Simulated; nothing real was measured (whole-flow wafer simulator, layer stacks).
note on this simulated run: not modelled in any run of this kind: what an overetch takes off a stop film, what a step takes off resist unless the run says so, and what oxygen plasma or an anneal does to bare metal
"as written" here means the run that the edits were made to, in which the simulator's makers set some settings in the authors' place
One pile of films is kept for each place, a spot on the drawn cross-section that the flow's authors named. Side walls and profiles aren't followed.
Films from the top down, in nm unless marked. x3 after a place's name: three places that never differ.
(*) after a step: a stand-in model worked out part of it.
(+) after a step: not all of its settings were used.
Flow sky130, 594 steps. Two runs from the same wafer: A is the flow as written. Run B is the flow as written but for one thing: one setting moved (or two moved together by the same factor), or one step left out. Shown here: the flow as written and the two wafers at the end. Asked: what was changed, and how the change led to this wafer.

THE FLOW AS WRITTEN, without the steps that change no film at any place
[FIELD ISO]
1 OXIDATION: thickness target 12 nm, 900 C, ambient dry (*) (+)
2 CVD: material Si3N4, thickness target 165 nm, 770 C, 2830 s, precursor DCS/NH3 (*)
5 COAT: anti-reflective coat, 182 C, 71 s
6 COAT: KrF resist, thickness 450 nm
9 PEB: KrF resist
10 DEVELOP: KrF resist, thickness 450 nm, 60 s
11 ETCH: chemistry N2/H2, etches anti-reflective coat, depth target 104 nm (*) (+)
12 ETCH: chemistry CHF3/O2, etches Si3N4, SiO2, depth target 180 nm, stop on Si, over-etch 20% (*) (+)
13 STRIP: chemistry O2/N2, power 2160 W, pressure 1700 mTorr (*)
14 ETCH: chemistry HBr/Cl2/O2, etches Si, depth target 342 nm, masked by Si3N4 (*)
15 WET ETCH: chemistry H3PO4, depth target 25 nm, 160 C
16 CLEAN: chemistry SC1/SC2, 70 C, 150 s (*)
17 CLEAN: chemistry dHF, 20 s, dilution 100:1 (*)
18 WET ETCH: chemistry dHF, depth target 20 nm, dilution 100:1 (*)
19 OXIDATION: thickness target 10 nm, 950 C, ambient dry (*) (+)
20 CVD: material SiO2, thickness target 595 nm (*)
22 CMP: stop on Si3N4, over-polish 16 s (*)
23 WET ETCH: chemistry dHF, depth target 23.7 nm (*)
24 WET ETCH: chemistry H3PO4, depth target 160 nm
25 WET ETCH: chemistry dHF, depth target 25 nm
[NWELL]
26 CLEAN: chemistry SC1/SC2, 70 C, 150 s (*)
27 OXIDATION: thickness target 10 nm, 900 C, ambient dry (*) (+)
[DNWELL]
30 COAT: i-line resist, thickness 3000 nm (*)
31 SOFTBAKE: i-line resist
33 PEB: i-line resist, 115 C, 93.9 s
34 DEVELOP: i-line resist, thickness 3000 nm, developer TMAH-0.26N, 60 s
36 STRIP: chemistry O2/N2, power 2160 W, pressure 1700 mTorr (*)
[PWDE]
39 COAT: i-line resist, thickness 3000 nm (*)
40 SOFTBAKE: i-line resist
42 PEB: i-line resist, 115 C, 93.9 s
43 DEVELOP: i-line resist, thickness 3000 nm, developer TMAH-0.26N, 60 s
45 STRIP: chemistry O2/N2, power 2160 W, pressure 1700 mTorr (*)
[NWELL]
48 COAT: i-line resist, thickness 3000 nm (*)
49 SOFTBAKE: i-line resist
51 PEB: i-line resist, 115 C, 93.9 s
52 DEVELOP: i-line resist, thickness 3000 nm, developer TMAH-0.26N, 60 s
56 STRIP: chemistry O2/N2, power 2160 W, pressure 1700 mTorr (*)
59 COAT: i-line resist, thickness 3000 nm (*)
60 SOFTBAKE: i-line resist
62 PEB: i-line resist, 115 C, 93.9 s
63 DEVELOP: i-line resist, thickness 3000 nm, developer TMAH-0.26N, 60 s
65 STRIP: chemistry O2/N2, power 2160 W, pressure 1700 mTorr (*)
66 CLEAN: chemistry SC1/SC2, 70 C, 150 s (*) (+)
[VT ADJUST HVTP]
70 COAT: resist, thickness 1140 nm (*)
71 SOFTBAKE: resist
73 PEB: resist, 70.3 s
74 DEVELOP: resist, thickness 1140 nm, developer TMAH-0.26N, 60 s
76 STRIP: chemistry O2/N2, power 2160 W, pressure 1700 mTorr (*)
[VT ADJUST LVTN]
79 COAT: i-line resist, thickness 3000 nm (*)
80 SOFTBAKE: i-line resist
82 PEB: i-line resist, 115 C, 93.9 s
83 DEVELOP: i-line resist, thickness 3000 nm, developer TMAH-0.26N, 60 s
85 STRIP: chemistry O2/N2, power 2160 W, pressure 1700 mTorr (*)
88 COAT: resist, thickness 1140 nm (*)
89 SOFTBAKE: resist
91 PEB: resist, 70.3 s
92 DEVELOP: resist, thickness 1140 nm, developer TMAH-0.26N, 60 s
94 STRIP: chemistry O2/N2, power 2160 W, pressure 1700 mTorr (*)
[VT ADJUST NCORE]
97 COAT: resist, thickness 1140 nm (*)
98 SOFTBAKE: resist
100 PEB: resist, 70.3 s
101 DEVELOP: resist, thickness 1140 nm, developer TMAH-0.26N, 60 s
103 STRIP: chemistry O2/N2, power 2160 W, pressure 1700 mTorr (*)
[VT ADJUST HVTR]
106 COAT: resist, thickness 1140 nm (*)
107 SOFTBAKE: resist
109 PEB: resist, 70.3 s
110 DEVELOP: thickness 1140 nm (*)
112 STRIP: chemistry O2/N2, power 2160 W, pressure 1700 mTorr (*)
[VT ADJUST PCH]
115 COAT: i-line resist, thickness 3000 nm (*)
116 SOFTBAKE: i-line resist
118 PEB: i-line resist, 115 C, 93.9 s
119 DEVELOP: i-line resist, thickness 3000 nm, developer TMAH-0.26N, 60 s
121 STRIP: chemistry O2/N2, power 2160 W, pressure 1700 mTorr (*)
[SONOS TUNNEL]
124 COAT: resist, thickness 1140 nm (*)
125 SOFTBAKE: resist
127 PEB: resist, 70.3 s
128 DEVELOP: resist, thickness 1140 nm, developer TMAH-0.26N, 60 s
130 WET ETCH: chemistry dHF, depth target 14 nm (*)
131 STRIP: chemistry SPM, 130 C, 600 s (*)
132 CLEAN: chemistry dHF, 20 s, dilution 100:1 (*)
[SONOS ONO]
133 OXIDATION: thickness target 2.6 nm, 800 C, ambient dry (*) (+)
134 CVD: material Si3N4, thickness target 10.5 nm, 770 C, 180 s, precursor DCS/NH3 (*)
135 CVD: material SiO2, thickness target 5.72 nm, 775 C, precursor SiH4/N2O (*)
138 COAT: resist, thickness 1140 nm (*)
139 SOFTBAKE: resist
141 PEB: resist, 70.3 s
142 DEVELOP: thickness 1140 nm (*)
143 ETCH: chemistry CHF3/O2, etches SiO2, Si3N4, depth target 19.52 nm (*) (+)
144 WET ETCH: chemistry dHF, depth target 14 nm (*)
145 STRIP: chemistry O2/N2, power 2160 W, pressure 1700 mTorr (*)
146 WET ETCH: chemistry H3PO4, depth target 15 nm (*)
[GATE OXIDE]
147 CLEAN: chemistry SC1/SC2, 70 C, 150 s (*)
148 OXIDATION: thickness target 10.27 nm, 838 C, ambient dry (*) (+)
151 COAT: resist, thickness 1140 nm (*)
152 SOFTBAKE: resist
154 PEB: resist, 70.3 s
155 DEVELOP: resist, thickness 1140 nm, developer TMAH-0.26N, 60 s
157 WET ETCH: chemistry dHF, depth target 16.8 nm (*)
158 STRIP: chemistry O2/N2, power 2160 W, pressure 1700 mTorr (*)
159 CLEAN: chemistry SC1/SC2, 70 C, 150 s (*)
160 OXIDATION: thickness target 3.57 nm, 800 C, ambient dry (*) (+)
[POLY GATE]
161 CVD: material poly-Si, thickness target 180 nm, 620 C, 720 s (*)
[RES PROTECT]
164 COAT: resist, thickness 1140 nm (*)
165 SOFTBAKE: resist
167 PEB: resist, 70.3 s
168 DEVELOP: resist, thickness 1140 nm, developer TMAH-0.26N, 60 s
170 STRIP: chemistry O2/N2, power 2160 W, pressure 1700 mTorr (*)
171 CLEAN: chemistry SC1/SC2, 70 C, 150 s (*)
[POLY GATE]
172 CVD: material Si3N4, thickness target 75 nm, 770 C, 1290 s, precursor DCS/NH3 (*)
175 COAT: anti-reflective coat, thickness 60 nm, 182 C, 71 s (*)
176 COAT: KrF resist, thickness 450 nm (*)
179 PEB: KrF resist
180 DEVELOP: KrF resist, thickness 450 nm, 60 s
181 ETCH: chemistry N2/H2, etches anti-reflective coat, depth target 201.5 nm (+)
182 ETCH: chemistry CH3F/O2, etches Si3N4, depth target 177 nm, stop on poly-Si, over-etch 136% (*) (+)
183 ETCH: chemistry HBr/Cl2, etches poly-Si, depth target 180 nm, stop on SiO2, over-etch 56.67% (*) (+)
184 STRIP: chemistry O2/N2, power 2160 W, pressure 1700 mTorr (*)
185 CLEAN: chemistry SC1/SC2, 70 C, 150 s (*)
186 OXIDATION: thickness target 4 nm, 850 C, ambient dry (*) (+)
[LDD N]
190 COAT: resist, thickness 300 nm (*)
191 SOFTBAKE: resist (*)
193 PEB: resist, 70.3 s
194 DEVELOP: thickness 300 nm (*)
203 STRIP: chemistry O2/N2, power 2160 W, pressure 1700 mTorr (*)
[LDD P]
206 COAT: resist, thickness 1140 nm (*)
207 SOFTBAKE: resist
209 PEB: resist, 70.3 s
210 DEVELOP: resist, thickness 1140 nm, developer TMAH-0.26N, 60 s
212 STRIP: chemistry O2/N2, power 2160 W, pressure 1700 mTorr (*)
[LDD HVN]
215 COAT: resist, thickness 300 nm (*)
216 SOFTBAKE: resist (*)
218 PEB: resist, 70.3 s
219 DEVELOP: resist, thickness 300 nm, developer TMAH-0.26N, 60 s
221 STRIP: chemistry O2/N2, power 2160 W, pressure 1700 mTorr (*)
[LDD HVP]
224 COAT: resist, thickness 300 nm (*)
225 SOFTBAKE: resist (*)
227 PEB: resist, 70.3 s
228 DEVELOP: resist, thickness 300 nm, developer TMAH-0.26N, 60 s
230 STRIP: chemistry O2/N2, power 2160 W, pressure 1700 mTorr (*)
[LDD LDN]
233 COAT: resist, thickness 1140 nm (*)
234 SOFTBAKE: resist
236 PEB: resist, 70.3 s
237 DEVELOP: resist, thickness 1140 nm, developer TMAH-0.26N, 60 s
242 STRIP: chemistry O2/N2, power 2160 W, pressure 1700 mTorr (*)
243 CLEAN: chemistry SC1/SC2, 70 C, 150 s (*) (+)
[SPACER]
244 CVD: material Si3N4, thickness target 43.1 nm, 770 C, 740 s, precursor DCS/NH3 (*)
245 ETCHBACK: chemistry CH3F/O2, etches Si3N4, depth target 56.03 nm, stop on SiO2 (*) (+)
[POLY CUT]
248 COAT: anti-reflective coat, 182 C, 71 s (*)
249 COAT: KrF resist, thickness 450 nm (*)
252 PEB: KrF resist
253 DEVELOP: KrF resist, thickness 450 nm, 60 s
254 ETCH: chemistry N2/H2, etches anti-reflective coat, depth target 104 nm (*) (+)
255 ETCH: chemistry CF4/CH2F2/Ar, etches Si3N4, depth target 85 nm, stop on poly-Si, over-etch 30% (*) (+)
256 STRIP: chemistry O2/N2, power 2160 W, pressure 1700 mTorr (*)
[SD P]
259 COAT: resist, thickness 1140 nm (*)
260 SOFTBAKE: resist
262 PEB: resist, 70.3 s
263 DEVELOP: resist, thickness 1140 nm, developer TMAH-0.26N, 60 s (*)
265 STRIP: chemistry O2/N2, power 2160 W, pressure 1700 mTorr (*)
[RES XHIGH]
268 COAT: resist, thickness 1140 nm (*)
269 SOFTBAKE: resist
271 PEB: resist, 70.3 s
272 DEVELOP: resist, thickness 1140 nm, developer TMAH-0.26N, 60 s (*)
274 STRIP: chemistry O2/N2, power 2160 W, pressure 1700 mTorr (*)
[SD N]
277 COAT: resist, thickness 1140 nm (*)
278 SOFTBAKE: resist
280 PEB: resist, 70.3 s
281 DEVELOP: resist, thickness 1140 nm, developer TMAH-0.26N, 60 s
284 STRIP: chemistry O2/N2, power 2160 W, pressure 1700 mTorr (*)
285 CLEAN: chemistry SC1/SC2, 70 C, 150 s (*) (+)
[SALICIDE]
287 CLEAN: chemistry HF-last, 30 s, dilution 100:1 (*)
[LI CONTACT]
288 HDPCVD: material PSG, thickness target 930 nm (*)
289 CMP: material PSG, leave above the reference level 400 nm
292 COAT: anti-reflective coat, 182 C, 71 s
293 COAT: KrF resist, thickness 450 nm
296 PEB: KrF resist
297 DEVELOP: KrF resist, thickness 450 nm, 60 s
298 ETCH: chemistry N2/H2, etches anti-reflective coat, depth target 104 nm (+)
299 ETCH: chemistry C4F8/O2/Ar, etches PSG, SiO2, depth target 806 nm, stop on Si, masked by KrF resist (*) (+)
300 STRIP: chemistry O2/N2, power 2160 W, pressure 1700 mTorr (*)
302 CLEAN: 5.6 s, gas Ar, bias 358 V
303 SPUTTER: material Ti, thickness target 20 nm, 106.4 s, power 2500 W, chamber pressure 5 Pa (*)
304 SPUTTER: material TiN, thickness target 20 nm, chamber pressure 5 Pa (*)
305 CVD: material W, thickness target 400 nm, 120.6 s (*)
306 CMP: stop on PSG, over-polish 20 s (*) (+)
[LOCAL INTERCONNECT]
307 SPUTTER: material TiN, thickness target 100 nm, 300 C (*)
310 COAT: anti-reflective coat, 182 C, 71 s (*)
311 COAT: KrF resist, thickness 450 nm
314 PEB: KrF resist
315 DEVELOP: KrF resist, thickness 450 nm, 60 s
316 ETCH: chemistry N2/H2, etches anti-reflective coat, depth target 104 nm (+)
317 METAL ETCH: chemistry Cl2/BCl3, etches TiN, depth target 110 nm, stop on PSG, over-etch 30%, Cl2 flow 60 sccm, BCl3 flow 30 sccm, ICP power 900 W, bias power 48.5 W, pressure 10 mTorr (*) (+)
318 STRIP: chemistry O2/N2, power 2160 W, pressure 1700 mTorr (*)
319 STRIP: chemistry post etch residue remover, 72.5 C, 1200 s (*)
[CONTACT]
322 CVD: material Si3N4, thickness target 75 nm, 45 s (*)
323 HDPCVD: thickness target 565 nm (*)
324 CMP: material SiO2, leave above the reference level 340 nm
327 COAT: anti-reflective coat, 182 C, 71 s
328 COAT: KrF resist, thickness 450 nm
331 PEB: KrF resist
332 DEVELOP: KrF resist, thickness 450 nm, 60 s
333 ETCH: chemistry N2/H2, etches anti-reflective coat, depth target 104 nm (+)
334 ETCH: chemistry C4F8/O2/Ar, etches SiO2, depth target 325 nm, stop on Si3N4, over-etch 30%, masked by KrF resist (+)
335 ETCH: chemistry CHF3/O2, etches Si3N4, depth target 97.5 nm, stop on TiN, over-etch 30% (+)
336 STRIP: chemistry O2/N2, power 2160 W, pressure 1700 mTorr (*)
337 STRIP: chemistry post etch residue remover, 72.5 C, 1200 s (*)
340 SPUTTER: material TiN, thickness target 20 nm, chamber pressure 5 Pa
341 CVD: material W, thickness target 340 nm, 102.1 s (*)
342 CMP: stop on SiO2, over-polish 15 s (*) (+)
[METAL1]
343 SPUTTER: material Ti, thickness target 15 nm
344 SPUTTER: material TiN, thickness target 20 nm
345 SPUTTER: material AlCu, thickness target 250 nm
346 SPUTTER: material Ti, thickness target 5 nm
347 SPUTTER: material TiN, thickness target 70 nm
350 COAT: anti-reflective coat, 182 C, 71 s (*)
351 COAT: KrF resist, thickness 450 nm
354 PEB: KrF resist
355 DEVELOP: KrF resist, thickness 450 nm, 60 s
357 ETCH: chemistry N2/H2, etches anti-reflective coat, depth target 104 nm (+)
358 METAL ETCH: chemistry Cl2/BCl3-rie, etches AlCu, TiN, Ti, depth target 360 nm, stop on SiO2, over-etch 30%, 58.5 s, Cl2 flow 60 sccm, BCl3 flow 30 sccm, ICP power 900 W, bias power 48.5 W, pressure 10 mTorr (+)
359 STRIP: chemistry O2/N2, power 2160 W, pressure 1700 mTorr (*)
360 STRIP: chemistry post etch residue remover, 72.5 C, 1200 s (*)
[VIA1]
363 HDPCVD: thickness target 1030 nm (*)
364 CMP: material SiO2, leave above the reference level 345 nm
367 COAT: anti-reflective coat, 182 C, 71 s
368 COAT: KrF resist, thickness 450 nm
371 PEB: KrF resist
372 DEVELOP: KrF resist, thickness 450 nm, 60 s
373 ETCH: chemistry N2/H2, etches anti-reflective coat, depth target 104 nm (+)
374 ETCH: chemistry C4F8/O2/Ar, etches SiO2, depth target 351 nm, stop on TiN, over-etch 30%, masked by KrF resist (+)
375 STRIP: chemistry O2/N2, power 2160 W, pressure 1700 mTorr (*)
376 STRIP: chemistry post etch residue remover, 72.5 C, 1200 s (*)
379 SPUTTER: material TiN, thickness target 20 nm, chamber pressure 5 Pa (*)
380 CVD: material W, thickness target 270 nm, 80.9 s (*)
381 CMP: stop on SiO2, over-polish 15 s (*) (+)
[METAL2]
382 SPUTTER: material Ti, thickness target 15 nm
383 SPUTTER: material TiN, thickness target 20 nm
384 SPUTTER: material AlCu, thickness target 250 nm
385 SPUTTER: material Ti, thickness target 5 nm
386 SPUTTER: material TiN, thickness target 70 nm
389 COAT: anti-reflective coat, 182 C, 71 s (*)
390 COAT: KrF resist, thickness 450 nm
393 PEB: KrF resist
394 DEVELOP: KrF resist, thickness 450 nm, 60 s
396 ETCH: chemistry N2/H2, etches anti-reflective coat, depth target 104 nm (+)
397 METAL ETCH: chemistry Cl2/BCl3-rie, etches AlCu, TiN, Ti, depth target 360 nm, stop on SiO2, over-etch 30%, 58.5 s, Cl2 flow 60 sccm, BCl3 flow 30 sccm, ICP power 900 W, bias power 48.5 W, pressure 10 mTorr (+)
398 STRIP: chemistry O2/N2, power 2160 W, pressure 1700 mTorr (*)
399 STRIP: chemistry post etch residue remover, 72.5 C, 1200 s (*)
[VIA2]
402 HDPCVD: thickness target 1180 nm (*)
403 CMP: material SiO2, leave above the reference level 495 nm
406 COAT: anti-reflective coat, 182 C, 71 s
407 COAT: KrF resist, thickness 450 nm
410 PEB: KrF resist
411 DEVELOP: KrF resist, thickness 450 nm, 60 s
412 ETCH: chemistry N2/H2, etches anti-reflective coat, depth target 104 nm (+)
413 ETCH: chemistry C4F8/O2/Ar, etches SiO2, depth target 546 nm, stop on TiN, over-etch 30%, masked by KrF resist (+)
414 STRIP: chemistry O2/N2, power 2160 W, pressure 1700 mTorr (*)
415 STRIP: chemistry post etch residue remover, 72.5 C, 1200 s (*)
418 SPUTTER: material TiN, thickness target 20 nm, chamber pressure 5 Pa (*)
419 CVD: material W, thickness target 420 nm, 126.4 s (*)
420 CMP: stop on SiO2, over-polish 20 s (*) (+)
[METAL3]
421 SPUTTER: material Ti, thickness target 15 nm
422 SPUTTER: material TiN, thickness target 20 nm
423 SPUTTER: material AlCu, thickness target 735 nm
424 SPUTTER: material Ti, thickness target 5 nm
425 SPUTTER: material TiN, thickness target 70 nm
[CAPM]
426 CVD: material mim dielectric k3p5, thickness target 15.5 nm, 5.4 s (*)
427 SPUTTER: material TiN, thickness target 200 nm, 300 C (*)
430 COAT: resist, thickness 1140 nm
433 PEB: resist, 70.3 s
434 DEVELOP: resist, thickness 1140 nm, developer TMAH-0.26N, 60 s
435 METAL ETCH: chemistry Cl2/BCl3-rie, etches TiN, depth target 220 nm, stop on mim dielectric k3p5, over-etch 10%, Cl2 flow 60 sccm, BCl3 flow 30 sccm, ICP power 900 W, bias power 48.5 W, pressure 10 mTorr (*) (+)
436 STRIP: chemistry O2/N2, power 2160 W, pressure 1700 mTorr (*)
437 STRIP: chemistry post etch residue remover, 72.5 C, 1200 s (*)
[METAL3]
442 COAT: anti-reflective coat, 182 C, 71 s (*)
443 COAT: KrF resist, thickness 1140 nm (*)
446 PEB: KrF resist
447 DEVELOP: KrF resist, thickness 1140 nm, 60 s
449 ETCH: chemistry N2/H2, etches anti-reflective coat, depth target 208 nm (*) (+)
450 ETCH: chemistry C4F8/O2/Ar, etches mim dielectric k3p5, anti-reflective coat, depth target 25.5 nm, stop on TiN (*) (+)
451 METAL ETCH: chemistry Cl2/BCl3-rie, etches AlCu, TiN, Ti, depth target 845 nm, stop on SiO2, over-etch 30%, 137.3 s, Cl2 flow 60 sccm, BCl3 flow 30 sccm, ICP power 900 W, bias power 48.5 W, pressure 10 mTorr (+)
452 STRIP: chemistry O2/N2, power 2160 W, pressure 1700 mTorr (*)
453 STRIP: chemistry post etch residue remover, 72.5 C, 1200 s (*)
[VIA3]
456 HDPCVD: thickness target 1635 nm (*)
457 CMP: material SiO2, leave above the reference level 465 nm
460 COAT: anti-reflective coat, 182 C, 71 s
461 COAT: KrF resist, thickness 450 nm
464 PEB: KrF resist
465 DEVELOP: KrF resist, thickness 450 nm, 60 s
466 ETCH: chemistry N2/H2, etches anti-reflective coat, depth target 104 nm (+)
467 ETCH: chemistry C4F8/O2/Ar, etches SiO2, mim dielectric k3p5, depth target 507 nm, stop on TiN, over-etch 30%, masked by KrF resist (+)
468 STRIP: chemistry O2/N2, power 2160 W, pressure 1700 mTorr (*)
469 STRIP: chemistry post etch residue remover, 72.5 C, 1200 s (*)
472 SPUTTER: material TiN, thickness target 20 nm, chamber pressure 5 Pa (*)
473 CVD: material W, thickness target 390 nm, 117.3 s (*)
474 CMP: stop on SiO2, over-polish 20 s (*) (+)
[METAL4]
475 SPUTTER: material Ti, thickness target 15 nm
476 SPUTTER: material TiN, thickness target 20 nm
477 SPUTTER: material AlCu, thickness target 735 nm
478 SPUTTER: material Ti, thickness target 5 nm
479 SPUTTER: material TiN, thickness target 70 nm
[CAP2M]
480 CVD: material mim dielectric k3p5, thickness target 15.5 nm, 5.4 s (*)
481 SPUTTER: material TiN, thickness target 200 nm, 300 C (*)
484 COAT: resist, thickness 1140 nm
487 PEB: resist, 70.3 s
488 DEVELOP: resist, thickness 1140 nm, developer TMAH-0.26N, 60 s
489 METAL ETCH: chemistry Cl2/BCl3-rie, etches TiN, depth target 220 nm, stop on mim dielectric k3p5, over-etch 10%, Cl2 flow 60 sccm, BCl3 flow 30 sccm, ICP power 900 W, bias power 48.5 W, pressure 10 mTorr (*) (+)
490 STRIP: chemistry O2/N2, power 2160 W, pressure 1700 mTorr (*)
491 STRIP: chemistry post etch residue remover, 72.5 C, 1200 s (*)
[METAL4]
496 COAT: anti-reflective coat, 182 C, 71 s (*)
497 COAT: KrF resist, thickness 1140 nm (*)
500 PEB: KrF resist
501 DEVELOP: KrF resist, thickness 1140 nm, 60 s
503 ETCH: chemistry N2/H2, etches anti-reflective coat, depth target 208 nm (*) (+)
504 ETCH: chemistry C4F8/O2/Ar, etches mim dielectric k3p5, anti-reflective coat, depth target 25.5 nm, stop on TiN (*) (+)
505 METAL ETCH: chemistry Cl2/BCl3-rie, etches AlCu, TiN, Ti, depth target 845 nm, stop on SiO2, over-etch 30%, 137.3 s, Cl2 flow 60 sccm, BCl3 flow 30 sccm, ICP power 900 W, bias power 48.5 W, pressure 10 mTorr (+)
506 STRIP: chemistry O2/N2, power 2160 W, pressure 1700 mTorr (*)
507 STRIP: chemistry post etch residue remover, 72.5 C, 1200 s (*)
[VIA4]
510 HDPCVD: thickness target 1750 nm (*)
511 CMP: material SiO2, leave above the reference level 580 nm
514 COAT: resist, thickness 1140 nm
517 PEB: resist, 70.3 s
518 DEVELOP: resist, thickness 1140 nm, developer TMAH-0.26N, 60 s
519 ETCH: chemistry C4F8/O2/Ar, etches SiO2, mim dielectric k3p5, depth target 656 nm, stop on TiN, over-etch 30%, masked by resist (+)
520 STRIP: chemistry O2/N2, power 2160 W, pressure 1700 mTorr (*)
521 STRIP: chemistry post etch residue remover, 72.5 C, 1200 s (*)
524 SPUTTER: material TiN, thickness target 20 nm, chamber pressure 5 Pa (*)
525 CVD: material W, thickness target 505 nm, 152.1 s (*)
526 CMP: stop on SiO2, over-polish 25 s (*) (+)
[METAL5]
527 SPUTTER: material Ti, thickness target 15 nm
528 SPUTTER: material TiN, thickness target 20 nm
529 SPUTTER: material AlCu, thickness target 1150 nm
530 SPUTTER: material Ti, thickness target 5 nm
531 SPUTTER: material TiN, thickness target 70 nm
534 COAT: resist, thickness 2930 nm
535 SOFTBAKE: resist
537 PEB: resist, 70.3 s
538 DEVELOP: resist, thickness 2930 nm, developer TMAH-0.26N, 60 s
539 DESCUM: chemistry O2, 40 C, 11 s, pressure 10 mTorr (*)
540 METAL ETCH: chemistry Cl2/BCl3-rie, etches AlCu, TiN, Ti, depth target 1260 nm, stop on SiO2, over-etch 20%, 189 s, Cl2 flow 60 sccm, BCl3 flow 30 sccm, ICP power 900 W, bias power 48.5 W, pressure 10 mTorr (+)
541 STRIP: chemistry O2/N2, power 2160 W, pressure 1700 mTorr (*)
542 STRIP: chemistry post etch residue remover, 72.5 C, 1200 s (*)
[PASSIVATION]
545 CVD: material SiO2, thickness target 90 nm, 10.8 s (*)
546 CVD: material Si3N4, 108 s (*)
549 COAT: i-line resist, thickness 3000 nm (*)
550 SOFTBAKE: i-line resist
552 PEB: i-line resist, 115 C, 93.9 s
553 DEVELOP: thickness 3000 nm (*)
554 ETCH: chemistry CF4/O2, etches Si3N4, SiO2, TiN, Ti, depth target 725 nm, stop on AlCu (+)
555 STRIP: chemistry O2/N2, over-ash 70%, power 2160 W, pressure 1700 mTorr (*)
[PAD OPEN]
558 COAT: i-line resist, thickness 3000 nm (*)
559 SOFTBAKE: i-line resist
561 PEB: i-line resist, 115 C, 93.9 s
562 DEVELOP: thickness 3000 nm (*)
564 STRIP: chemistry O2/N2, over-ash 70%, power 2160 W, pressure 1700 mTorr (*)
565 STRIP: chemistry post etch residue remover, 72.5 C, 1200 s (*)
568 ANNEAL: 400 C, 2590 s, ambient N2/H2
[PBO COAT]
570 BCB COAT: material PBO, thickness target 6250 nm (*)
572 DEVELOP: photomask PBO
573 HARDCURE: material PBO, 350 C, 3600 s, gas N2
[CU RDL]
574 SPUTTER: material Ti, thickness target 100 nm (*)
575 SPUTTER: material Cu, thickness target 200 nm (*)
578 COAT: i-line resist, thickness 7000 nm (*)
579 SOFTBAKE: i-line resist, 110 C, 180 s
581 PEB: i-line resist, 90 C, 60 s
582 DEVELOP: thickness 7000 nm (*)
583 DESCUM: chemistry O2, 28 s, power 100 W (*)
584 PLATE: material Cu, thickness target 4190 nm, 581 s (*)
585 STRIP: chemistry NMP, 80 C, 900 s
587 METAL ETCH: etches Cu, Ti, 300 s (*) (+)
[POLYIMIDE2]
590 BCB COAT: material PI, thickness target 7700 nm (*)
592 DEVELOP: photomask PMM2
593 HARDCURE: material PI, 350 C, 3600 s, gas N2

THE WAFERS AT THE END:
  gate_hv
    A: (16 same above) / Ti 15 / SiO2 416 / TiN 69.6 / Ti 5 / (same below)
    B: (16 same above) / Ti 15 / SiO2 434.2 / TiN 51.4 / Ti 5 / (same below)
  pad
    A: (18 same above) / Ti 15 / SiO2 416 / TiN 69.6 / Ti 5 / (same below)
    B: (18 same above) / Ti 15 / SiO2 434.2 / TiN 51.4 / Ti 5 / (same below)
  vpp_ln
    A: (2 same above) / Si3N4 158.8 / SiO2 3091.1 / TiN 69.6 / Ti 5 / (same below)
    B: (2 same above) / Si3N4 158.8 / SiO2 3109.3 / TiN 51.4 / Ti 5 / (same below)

The cause: step 386, SPUTTER: thickness target 51.8 nm was run, where the flow has thickness target 70 nm.

How the change led to this, step by step:
  386 SPUTTER: material TiN, thickness target 70 nm
      field, active, n_well and 188 more: A TiN +70 (new film) | B TiN +51.8 (new film)
  397 METAL ETCH: chemistry Cl2/BCl3-rie, etches AlCu, TiN, Ti, depth target 360 nm, stop on SiO2, over-etch 30%, 58.5 s, Cl2 flow 60 sccm, BCl3 flow 30 sccm, ICP power 900 W, bias power 48.5 W, pressure 10 mTorr (+)
      field, active, gate and 82 more: A TiN -68.7 (all of it), Ti -5 (all of it), AlCu -250 (all of it), TiN -20 (all of it), Ti -15 (all of it), SiO2 -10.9 | B TiN -50.5 (all of it), Ti -5 (all of it), AlCu -250 (all of it), TiN -20 (all of it), Ti -15 (all of it), SiO2 -12.8
  403 CMP: material SiO2, leave above the reference level 495 nm
      n_well, p_well, gate_hv and 101 more: A SiO2 -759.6 | B SiO2 -741.4
      m1, via1_hole: A SiO2 -759.1 | B SiO2 -740.9
  413 ETCH: chemistry C4F8/O2/Ar, etches SiO2, depth target 546 nm, stop on TiN, over-etch 30%, masked by KrF resist (+)
      m1: A SiO2 -420.3 (all of it) | B SiO2 -438.5 (all of it)
      via2_hole: A SiO2 -419.8 (all of it) | B SiO2 -438 (all of it)
  419 CVD: material W, thickness target 420 nm, 126.4 s (*)
      m1: A W +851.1 (new film) | B W +869.6 (new film)
      via2_hole: A W +850.7 (new film) | B W +869.1 (new film)
